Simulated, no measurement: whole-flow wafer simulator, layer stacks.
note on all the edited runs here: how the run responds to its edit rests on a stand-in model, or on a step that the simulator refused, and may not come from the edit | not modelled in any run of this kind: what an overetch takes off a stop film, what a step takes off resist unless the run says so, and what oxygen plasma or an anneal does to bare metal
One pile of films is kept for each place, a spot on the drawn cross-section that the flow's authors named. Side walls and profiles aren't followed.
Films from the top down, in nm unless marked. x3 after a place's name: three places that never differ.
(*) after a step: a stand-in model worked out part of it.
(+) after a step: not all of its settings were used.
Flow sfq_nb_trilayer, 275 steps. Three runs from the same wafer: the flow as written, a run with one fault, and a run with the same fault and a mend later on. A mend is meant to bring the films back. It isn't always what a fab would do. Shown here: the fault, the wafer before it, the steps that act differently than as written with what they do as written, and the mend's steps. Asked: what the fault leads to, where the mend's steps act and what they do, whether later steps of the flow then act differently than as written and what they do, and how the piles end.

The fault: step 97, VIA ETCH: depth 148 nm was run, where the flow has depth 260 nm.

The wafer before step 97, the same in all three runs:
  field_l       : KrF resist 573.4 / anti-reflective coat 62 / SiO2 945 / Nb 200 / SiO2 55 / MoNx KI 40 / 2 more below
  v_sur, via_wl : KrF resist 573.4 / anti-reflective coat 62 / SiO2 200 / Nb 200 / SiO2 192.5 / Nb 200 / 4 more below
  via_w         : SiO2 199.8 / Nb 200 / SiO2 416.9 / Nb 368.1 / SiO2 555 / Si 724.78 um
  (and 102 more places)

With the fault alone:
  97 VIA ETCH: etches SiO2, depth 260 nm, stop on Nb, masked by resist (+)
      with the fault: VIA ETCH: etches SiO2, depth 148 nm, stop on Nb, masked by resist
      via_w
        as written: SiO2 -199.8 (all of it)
        with the fault: SiO2 -148
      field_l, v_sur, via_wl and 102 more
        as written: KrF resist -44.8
        with the fault: KrF resist -25.5
  Later steps of the flow that act differently than as written (3 more steps differ only slightly, by at most 2% or 0.5 nm, whichever is larger, and aren't shown):
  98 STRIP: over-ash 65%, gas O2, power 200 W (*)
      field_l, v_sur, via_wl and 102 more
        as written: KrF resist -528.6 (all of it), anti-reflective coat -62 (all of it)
        with the fault: KrF resist -547.9 (all of it), anti-reflective coat -62 (all of it)
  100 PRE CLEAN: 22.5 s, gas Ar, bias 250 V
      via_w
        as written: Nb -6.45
        with the fault: SiO2 -7.5
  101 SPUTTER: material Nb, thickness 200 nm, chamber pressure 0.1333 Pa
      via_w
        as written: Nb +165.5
        with the fault: Nb +176.7 (new film)
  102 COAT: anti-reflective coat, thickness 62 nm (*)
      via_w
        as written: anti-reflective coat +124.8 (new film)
        with the fault: anti-reflective coat +112.4 (new film)
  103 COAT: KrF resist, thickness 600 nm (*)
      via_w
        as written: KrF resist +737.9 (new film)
        with the fault: KrF resist +696.2 (new film)
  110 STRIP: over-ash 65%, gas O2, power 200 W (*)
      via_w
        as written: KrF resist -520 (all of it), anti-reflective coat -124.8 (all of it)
        with the fault: KrF resist -478.3 (all of it), anti-reflective coat -112.4 (all of it)
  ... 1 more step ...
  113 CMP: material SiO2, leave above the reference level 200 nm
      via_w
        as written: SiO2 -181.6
        with the fault: SiO2 -157.1
  At the end the piles differ from the flow's by more than 2% or 0.5 nm, whichever is larger, at via_w.
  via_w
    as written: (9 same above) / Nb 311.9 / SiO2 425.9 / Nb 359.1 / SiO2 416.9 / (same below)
    with the fault: (9 same above) / Nb 311.9 / SiO2 364 / Nb 176.7 / SiO2 44.3 / Nb 200 / SiO2 416.9 / (same below)

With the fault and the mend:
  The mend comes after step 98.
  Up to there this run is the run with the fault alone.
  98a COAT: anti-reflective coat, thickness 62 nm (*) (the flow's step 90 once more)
      p4_fl x3, p4_w1 x9, p4_g1 x2 and 63 more
        anti-reflective coat +62 (new film)
      c5j, ce_r, sp_r and 12 more
        anti-reflective coat +61.8 (new film)
      be_sur, gap, jj_sur, ce_l
        anti-reflective coat +61.7 (new film)
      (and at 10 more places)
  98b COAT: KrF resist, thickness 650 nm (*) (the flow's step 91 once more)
      p4_fl x3, p4_w1 x9, p4_g1 x2 and 63 more
        KrF resist +650 (new film)
      moat, field_r, lsp_l, ln_m5, lsp_m, ln_m6, lsp_r, l0_sur
        KrF resist +649.6 (new film)
      be_r, r_sur, res, r_end, l0v
        KrF resist +649.5 (new film)
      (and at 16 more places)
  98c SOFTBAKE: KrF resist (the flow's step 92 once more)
      changes no film at any place that is followed
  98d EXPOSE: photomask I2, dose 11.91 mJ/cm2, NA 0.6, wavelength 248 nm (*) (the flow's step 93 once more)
      changes no film at any place that is followed
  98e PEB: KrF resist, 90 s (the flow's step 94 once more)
      gap, jj_sur, ce_l and 93 more
        KrF resist -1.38
      via_v, wire, be, be_sur
        KrF resist -1.37
      field_l, v_sur, via_sp
        KrF resist -1.36
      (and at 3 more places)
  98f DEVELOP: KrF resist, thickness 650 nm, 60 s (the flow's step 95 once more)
      field_l, v_sur, via_wl and 102 more
        KrF resist -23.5
      via_w
        KrF resist -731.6 (all of it)
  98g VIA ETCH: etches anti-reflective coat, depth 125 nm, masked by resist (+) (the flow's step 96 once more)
      field_l, v_sur, via_wl and 102 more
        KrF resist -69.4
      via_w
        anti-reflective coat -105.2 (all of it), SiO2 -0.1
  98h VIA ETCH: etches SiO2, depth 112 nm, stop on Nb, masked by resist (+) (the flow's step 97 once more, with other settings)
      field_l, v_sur, via_wl and 102 more
        KrF resist -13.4
      via_w
        SiO2 -51.7 (all of it)
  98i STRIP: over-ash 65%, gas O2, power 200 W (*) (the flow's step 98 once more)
      p4_fl x3, p4_w1 x9, p4_g1 x2 and 63 more
        KrF resist -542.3 (all of it), anti-reflective coat -62 (all of it)
      field_r, lsp_l, ln_m5, lsp_m, ln_m6, lsp_r, l0_sur
        KrF resist -541.9 (all of it), anti-reflective coat -61.8 (all of it)
      r_sur, res, r_end, moat
        KrF resist -541.8 (all of it), anti-reflective coat -61.8 (all of it)
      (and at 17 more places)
  No later step of the flow acts differently than as written at any place that is followed.
  At the end the piles are the same as the flow's at every place that both follow.
